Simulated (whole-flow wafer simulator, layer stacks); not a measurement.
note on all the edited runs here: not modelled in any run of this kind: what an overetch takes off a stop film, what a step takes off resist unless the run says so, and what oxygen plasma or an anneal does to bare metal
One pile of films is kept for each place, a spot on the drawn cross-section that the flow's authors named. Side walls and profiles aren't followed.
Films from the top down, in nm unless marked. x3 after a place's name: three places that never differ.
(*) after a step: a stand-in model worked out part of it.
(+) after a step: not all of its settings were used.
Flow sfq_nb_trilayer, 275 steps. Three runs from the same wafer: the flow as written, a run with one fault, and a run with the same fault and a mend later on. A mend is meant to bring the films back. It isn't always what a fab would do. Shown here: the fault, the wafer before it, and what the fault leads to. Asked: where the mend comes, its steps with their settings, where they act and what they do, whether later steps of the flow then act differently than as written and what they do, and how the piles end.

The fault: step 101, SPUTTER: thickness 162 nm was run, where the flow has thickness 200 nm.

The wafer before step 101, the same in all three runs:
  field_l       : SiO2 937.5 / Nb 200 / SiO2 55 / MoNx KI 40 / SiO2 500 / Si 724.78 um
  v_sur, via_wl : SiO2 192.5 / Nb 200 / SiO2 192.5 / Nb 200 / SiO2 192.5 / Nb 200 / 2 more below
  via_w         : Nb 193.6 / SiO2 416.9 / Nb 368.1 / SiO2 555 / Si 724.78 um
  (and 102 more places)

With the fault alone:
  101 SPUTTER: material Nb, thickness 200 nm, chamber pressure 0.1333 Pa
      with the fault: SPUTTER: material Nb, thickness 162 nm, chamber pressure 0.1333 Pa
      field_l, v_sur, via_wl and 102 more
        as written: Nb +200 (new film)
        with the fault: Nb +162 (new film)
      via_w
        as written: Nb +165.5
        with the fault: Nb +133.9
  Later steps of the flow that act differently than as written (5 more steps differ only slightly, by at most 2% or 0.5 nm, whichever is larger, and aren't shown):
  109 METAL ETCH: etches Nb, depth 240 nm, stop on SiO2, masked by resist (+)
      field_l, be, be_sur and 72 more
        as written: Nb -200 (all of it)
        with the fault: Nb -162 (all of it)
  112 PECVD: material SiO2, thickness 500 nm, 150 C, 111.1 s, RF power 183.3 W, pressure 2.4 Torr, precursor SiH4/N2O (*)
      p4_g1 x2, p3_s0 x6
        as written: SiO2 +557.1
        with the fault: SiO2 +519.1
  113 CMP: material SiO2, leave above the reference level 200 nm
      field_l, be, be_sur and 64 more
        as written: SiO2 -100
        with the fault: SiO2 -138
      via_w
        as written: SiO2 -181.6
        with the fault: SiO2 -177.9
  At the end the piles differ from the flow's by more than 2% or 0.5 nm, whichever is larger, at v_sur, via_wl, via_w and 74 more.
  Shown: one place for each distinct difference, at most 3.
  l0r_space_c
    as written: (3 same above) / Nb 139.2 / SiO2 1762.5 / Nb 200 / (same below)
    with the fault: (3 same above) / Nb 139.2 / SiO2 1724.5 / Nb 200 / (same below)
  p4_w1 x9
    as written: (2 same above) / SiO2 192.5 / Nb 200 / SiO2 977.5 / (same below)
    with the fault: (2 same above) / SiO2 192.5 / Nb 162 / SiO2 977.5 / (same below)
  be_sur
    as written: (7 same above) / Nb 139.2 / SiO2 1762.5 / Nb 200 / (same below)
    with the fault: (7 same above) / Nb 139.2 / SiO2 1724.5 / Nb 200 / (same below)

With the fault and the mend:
  The mend comes after step 107.
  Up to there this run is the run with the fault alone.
  107a STRIP: over-ash 65%, gas O2, power 200 W (*)
      p4_fl x3, p4_g1 x2, p3_s0 x6 and 42 more
        anti-reflective coat -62 (all of it)
      p4_w1 x9, wl_j_sl, wl_jj and 13 more
        KrF resist -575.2 (all of it), anti-reflective coat -62 (all of it)
      r_sur, res, r_end and 9 more
        anti-reflective coat -61.8 (all of it)
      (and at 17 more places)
  107b SPUTTER: material Nb, thickness 38 nm, chamber pressure 0.1333 Pa (the flow's step 101 once more, with other settings)
      field_l, v_sur, via_wl and 102 more
        Nb +38
      via_w
        Nb +29.2
  107c COAT: anti-reflective coat, thickness 62 nm (*) (the flow's step 102 once more)
      p4_fl x3, p4_w1 x9, p4_g1 x2 and 63 more
        anti-reflective coat +62 (new film)
      res, r_end, moat and 8 more
        anti-reflective coat +61.8 (new film)
      jj_sur, ce_l, c5j, ce_r, sp_r, be_r, r_sur
        anti-reflective coat +61.7 (new film)
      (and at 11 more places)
  107d COAT: KrF resist, thickness 600 nm (*) (the flow's step 103 once more)
      p4_fl x3, p4_w1 x9, p4_g1 x2 and 63 more
        KrF resist +600 (new film)
      r_end, moat, field_r, lsp_l, lsp_r, l0_sur
        KrF resist +599.4 (new film)
      be_r, r_sur, res, l0v
        KrF resist +599.3 (new film)
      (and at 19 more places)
  107e SOFTBAKE: KrF resist (the flow's step 104 once more)
      changes no film at any place that is followed
  107f EXPOSE: photomask M3, dose 12.11 mJ/cm2, NA 0.6, wavelength 248 nm (*) (the flow's step 105 once more)
      changes no film at any place that is followed
  107g PEB: KrF resist, 90 s (the flow's step 106 once more)
      wire, be, be_sur and 96 more
        KrF resist -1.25
      field_l, via_v
        KrF resist -1.24
      via_wl, via_wr
        KrF resist -1.26
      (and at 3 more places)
  107h DEVELOP: KrF resist, thickness 600 nm, 60 s (the flow's step 107 once more)
      p4_fl x3, p4_g1 x2, p3_s0 x6 and 42 more
        KrF resist -598.7 (all of it)
      v_sur, via_wl, via_w and 28 more
        KrF resist -23.5
      field_r, lsp_l, ln_m5, lsp_m, ln_m6, lsp_r, l0_sur
        KrF resist -598.2 (all of it)
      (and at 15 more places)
  No later step of the flow acts differently than as written, at any place that is followed, by more than 2% or 0.5 nm, whichever is larger.
  At the end the piles differ from the flow's only slightly at the places that both follow, by at most 2% or 0.5 nm, whichever is larger.
